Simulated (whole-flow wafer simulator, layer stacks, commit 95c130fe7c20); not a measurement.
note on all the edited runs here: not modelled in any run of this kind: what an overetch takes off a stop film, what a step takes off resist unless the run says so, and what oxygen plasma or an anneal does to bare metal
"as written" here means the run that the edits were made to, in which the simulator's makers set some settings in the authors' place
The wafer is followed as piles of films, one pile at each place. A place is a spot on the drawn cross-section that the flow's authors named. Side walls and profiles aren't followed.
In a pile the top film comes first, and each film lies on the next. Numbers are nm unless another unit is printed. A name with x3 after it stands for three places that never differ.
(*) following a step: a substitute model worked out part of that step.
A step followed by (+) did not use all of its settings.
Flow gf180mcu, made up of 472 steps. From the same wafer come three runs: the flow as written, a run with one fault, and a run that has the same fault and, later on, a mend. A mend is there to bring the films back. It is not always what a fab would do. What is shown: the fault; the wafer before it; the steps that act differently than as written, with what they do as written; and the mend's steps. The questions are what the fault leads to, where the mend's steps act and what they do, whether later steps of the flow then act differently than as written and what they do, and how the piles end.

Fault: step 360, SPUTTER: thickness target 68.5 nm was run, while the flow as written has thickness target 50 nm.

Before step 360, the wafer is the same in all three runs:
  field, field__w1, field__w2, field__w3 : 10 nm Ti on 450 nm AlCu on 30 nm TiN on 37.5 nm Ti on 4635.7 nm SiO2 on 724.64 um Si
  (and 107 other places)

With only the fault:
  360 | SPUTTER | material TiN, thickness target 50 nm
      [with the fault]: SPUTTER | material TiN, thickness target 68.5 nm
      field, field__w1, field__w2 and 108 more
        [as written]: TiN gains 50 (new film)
        [with the fault]: TiN gains 68.5 (new film)
  Later steps of the flow acting differently than as written (not shown: 3 more steps that differ only slightly, by at most 2% or 0.5 nm, whichever is larger):
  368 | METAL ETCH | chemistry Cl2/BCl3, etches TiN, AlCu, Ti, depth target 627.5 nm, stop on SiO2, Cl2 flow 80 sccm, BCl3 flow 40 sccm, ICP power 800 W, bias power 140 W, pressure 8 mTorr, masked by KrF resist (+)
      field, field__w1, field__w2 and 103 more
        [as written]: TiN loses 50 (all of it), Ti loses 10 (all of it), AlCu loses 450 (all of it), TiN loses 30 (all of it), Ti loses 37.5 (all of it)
        [with the fault]: TiN loses 68.5 (all of it), Ti loses 10 (all of it), AlCu loses 450 (all of it), TiN loses 30 (all of it), Ti loses 37.5 (all of it)
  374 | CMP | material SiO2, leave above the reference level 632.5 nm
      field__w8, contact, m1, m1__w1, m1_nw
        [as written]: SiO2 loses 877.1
        [with the fault]: SiO2 loses 895.6
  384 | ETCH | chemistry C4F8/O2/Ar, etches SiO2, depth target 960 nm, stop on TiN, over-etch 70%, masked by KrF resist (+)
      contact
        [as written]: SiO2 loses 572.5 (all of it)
        [with the fault]: SiO2 loses 554 (all of it)
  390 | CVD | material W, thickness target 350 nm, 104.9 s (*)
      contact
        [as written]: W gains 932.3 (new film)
        [with the fault]: W gains 913.6 (new film)
  The piles end different from the flow's at field__w8, contact, m1, m1__w1, m1_nw by more than 2% or 0.5 nm, whichever is larger.
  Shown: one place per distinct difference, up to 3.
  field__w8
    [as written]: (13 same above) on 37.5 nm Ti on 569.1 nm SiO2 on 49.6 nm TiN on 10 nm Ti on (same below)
    [with the fault]: (13 same above) on 37.5 nm Ti on 550.6 nm SiO2 on 68.1 nm TiN on 10 nm Ti on (same below)
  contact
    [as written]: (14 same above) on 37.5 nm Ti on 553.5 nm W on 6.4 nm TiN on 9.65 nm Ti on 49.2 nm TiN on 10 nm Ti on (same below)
    [with the fault]: (14 same above) on 37.5 nm Ti on 534.8 nm W on 6.47 nm TiN on 9.76 nm Ti on 67.7 nm TiN on 10 nm Ti on (same below)

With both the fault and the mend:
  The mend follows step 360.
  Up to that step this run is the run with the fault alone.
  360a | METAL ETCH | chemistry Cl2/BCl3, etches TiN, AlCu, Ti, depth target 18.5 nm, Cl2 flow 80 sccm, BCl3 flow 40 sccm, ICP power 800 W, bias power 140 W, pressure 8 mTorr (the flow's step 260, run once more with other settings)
      field, field__w1, field__w2 and 108 more
        TiN loses 18.5
  None of the later steps of the flow acts differently than as written at any place that is followed.
  At every place that both follow, the piles at the end match the flow's.
